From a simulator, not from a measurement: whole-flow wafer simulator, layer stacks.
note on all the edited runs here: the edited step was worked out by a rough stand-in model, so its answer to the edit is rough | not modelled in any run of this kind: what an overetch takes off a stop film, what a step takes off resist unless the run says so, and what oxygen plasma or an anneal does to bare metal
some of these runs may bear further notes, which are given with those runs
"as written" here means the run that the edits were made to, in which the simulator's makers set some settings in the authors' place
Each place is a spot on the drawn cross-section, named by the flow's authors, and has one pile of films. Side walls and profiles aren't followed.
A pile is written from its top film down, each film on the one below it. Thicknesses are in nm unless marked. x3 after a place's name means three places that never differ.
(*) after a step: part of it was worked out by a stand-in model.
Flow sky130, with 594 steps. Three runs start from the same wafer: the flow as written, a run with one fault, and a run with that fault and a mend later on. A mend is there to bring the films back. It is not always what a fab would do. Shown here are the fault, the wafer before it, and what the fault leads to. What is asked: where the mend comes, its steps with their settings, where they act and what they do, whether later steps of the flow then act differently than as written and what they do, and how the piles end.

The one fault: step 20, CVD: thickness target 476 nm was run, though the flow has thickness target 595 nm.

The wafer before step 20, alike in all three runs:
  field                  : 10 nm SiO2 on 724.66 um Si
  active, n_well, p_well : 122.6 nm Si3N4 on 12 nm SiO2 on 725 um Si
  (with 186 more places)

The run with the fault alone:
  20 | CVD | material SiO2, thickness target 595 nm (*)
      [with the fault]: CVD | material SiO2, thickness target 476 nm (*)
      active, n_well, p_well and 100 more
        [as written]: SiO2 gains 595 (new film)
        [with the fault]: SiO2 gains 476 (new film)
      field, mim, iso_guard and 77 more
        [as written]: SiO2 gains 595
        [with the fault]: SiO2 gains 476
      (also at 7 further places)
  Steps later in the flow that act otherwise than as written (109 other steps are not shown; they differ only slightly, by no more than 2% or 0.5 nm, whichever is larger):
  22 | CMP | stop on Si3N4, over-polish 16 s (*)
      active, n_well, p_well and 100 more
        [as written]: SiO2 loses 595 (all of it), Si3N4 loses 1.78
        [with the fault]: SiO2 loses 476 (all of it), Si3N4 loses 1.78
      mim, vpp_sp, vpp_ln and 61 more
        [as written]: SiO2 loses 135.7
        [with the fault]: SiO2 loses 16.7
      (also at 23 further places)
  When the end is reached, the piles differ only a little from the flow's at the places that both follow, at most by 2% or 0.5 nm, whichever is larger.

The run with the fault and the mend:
  The mend follows step 20.
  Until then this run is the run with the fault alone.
  20a | CVD | material SiO2, thickness target 119 nm (*) (the flow's step 20 again, with other settings)
      field, active, n_well and 187 more
        SiO2 gains 119
  Every later step of the flow that is run acts as written at every place that is followed.
  At every place that both follow, the piles at the end match the flow's.
